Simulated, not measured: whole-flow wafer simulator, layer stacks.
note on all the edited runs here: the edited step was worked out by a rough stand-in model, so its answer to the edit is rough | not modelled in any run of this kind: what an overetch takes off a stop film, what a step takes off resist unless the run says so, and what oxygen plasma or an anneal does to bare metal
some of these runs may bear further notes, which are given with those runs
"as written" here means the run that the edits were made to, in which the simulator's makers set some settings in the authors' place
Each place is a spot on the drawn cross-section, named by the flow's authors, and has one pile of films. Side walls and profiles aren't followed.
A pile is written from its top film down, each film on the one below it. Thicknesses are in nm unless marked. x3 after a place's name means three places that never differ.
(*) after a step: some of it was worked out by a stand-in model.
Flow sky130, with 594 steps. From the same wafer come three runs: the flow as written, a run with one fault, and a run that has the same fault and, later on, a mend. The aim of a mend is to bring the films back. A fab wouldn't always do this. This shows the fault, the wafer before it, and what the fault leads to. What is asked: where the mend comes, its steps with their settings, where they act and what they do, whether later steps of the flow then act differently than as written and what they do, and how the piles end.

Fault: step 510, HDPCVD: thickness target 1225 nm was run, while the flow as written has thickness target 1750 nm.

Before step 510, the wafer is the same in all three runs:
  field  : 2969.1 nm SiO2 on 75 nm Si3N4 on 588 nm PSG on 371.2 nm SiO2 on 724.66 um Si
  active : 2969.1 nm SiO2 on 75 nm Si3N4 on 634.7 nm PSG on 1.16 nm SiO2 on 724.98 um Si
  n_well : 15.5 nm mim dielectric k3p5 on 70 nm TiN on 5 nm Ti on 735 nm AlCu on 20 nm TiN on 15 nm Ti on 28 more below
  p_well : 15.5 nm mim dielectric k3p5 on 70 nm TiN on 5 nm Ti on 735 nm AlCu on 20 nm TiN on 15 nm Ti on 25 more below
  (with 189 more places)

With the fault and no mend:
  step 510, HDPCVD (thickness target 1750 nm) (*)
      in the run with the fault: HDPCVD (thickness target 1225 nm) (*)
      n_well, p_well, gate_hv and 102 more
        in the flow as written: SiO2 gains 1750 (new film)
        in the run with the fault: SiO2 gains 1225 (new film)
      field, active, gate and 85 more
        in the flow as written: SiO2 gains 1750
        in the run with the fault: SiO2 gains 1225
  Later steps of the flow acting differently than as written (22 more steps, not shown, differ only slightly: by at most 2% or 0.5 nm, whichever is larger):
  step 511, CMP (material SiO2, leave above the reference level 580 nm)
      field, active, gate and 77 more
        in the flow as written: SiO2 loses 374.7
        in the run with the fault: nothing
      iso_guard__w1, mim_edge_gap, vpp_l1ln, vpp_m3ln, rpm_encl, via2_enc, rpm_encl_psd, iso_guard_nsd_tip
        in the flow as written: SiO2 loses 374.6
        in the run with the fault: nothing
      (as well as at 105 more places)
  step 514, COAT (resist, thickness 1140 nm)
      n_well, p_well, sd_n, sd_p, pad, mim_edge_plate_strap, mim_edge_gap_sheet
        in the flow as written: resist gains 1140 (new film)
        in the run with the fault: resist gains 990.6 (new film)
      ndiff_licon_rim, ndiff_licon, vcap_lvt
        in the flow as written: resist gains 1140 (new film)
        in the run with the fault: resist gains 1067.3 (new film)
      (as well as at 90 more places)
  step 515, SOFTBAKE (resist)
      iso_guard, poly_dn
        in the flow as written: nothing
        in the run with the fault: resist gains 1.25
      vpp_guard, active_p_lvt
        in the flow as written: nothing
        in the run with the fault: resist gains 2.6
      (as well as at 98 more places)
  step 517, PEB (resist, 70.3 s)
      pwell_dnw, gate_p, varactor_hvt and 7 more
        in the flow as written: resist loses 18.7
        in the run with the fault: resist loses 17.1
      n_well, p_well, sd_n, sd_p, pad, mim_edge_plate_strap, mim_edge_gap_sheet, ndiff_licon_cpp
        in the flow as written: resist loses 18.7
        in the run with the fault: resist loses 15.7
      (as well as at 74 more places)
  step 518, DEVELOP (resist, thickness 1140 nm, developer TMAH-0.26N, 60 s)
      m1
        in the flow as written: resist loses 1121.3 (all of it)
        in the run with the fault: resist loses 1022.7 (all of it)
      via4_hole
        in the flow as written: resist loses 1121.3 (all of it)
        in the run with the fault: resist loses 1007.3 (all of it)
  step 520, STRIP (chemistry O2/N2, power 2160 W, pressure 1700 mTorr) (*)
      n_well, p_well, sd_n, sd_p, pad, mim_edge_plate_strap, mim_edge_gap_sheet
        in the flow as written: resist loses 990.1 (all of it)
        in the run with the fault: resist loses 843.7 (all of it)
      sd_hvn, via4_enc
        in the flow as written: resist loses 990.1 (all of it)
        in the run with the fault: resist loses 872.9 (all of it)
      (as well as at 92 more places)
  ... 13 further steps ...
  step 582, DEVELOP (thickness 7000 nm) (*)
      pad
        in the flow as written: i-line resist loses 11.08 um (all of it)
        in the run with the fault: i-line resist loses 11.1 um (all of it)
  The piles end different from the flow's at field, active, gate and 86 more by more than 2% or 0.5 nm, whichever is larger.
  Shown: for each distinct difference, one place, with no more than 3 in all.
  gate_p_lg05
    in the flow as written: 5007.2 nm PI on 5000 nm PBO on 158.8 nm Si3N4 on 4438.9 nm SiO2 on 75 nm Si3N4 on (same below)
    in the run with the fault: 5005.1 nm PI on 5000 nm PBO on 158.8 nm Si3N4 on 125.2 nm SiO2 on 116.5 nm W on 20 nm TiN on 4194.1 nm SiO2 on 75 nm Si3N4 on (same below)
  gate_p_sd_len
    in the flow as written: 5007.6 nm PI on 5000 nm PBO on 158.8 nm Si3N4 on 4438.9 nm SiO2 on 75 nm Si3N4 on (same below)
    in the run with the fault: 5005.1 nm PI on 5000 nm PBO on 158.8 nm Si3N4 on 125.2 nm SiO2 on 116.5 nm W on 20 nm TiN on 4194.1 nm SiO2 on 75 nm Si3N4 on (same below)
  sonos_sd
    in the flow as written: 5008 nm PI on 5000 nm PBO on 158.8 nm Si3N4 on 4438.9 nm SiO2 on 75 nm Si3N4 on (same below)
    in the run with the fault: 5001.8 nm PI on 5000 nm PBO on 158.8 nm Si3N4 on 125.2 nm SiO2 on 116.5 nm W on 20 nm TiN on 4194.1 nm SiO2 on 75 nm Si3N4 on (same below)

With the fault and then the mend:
  The mend stands after step 510.
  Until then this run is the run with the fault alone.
  step 510a, HDPCVD (thickness target 525 nm) (*) (the flow's step 510, run once more with other settings)
      field, active, n_well and 190 more
        SiO2 gains 525
  Later steps of the flow that are run all act as written at every place that is followed.
  By the end, the piles equal the flow's at every place that both follow.
